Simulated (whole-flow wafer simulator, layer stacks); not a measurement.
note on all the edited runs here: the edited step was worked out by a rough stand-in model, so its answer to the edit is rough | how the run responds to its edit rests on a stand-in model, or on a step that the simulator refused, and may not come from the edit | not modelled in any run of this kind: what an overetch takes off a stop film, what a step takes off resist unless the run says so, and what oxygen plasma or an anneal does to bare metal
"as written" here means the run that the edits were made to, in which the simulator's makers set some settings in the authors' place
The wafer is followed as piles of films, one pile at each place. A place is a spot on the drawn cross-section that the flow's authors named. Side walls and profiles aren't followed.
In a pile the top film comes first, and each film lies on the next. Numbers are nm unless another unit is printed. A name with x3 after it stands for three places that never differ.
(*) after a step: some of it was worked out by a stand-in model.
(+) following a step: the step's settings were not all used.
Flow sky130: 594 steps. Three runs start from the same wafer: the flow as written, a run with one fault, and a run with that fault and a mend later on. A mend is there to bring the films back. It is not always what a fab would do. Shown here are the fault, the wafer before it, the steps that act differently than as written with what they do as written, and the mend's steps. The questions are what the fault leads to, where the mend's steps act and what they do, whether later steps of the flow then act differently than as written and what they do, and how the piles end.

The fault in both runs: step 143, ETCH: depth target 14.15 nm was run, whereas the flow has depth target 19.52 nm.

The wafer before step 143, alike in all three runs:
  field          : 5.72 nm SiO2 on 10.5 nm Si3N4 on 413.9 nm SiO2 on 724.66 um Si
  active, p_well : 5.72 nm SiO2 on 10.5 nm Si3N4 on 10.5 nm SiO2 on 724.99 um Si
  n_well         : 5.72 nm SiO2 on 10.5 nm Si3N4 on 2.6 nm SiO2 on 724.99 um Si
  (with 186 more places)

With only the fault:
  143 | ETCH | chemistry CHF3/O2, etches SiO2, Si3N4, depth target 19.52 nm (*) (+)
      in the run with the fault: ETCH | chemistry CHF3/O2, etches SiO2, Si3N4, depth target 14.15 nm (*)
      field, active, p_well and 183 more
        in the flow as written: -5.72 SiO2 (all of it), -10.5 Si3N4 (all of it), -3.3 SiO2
        in the run with the fault: -5.72 SiO2 (all of it), -8.43 Si3N4
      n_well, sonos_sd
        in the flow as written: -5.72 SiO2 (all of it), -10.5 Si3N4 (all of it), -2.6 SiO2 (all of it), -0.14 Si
        in the run with the fault: -5.72 SiO2 (all of it), -8.43 Si3N4
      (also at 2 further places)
  Steps later in the flow that act otherwise than as written (44 more steps, not shown, differ only slightly: by at most 2% or 0.5 nm, whichever is larger):
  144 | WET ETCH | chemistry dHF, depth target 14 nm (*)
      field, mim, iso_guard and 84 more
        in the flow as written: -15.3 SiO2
        in the run with the fault: -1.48 Si3N4
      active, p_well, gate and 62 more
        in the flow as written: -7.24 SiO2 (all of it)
        in the run with the fault: -1.48 Si3N4
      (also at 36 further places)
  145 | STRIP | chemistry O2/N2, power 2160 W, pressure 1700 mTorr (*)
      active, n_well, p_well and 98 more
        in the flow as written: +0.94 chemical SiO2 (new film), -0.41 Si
        in the run with the fault: nothing
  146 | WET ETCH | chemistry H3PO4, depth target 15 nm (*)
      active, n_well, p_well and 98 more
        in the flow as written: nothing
        in the run with the fault: -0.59 Si3N4 (all of it), -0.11 SiO2
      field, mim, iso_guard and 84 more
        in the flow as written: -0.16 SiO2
        in the run with the fault: -0.59 Si3N4 (all of it), -0.15 SiO2
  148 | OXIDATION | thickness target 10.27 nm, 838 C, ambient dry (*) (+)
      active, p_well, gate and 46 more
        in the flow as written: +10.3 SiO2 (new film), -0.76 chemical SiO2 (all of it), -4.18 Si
        in the run with the fault: +6.53 SiO2, -2.87 Si
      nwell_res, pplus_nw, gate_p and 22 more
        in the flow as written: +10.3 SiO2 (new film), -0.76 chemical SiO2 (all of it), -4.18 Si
        in the run with the fault: +6.54 SiO2, -2.88 Si
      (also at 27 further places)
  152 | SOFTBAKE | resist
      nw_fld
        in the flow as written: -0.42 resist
        in the run with the fault: +1.42 resist
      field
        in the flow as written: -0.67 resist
        in the run with the fault: -0.04 resist
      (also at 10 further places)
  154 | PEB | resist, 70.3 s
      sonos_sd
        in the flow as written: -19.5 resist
        in the run with the fault: -20.1 resist
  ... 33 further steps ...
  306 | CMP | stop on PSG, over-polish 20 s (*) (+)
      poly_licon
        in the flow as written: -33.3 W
        in the run with the fault: -50 W
  At field, gate_hv, m1 and 127 more, the piles at the end differ from the flow's by more than 2% or 0.5 nm, whichever is larger.
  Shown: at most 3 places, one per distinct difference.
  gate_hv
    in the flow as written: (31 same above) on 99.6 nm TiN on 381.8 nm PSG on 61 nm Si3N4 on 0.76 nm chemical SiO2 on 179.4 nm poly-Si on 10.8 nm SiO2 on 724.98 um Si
    in the run with the fault: (31 same above) on 99.6 nm TiN on 375.5 nm PSG on 61 nm Si3N4 on 0.76 nm chemical SiO2 on 179.4 nm poly-Si on 17 nm SiO2 on 724.99 um Si
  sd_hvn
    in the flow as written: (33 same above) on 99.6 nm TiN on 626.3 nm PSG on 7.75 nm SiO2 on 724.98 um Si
    in the run with the fault: (33 same above) on 99.6 nm TiN on 620.1 nm PSG on 13.9 nm SiO2 on 724.98 um Si
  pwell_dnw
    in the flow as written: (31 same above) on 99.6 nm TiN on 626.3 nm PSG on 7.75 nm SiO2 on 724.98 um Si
    in the run with the fault: (31 same above) on 99.6 nm TiN on 620.1 nm PSG on 13.9 nm SiO2 on 724.98 um Si

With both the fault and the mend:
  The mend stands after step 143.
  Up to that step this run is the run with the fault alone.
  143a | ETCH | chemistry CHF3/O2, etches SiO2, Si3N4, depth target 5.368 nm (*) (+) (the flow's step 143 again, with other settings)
      field, active, p_well and 183 more
        -2.07 Si3N4 (all of it), -3.3 SiO2
      n_well, sonos_sd
        -2.07 Si3N4 (all of it), -2.6 SiO2 (all of it), -0.14 Si
      sonos_cell, sonos_cell_x
        -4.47 resist
  Later steps of the flow that are run all act as written at every place that is followed, up to a difference of at most 2% or 0.5 nm, whichever is larger.
  When the end is reached, the piles differ only a little from the flow's at the places that both follow, at most by 2% or 0.5 nm, whichever is larger.
